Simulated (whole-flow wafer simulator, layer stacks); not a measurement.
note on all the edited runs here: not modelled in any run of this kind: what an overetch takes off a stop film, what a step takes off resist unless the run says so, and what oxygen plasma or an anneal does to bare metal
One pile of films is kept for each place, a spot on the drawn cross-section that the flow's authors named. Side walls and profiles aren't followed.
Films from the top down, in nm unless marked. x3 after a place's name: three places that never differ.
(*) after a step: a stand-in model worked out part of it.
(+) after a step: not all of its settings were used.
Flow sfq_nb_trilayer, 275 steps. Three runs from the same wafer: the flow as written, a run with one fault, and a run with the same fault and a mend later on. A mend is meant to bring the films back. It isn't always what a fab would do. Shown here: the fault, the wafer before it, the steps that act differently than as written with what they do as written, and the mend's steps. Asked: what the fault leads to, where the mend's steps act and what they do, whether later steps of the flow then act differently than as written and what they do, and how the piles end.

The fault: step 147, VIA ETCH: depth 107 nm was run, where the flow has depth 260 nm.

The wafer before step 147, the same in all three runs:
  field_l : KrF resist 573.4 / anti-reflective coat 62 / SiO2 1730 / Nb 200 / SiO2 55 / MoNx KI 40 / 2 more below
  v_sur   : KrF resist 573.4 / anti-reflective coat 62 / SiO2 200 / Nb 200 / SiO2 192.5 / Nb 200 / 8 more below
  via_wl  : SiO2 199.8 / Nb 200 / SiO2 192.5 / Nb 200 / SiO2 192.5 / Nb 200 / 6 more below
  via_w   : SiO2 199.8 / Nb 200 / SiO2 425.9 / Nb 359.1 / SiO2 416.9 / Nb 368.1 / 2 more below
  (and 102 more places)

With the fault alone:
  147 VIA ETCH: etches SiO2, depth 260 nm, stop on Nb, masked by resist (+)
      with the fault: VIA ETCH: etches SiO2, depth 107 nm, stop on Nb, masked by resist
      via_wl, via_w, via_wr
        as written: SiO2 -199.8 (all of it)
        with the fault: SiO2 -107
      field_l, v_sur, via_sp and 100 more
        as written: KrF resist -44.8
        with the fault: KrF resist -18.4
  Later steps of the flow that act differently than as written (4 more steps differ only slightly, by at most 2% or 0.5 nm, whichever is larger, and aren't shown):
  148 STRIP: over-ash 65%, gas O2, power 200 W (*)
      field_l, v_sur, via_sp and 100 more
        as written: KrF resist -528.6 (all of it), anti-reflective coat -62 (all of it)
        with the fault: KrF resist -555 (all of it), anti-reflective coat -62 (all of it)
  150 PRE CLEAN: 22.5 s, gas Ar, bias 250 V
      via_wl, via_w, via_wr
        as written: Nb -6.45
        with the fault: SiO2 -7.5
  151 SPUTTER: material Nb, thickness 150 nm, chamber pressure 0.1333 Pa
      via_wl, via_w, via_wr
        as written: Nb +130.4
        with the fault: Nb +141.2 (new film)
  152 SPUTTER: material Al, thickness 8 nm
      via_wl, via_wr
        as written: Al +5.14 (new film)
        with the fault: Al +6.23 (new film)
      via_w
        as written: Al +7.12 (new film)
        with the fault: Al +7.85 (new film)
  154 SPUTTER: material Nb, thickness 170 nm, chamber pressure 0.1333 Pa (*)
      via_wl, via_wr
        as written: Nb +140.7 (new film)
        with the fault: Nb +128 (new film)
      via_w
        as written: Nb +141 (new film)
        with the fault: Nb +167.4 (new film)
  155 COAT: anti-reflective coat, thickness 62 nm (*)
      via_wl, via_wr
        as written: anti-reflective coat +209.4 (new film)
        with the fault: anti-reflective coat +169.1 (new film)
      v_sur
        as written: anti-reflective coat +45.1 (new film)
        with the fault: anti-reflective coat +49.7 (new film)
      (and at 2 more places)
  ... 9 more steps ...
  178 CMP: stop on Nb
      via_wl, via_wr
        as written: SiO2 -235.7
        with the fault: SiO2 -338
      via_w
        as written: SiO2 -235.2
        with the fault: SiO2 -337.6
  At the end the piles differ from the flow's by more than 2% or 0.5 nm, whichever is larger, at via_wl, via_w, via_wr.
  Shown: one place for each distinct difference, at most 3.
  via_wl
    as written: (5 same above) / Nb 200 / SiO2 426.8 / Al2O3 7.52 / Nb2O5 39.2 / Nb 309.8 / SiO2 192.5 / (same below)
    with the fault: (5 same above) / Nb 200 / SiO2 324.5 / Al2O3 9.32 / Nb2O5 36 / Nb 128.2 / SiO2 85.3 / Nb 200 / SiO2 192.5 / (same below)
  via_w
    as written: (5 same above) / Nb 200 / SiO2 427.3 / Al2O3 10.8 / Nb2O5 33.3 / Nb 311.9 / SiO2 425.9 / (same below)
    with the fault: (5 same above) / Nb 200 / SiO2 324.9 / Al2O3 12.4 / Nb2O5 30.5 / Nb 130.2 / SiO2 85.3 / Nb 200 / SiO2 425.9 / (same below)

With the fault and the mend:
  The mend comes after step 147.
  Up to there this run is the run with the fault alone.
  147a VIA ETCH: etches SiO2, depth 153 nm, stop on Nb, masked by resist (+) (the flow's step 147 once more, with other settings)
      field_l, v_sur, via_sp and 100 more
        KrF resist -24
      via_wl, via_w, via_wr
        SiO2 -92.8 (all of it)
  No later step of the flow acts differently than as written, at any place that is followed, by more than 2% or 0.5 nm, whichever is larger.
  At the end the piles are the same as the flow's at every place that both follow.
